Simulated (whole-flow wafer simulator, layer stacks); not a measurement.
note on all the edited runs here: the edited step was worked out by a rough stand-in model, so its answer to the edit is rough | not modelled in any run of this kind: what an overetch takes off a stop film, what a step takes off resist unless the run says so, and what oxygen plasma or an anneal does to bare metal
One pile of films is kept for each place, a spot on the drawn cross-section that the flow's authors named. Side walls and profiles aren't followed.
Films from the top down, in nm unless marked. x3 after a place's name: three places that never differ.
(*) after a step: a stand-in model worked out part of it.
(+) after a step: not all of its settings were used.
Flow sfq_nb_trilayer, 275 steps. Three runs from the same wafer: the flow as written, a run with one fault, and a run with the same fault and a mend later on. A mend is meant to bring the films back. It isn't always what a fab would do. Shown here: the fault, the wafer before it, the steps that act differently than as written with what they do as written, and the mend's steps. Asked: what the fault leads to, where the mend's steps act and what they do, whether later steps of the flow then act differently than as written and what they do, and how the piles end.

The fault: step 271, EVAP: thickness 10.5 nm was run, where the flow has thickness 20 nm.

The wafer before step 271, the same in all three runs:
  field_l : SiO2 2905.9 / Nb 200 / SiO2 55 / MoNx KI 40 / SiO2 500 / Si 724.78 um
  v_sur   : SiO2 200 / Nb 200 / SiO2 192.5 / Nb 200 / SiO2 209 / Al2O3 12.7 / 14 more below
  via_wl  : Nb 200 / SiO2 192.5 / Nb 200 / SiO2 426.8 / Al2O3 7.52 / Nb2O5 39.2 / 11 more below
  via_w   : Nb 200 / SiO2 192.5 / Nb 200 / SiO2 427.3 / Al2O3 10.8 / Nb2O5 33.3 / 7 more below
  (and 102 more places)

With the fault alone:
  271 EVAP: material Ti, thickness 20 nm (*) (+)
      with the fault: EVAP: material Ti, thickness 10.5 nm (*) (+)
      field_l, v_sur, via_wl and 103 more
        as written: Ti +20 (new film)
        with the fault: Ti +10.5 (new film)
  Later steps of the flow that act differently than as written:
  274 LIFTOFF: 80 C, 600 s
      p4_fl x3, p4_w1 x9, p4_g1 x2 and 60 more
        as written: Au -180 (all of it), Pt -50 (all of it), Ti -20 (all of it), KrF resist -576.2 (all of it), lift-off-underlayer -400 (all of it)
        with the fault: Au -180 (all of it), Pt -50 (all of it), Ti -10.5 (all of it), KrF resist -576.2 (all of it), lift-off-underlayer -400 (all of it)
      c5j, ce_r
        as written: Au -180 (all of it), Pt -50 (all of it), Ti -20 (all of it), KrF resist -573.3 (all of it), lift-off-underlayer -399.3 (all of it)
        with the fault: Au -180 (all of it), Pt -50 (all of it), Ti -10.5 (all of it), KrF resist -573.3 (all of it), lift-off-underlayer -399.3 (all of it)
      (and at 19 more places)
  At the end the piles differ from the flow's by more than 2% or 0.5 nm, whichever is larger, at field_l, v_sur, via_wl and 8 more.
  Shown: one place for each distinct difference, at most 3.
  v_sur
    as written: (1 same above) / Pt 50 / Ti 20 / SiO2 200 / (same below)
    with the fault: (1 same above) / Pt 50 / Ti 10.5 / SiO2 200 / (same below)
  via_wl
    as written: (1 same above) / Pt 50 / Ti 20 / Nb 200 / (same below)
    with the fault: (1 same above) / Pt 50 / Ti 10.5 / Nb 200 / (same below)
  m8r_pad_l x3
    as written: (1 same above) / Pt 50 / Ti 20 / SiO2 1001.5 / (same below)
    with the fault: (1 same above) / Pt 50 / Ti 10.5 / SiO2 1001.5 / (same below)

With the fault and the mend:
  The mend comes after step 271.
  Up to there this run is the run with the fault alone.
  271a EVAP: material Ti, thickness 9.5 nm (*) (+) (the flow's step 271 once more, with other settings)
      field_l, v_sur, via_wl and 103 more
        Ti +9.5
  No later step of the flow acts differently than as written at any place that is followed.
  At the end the piles are the same as the flow's at every place that both follow.
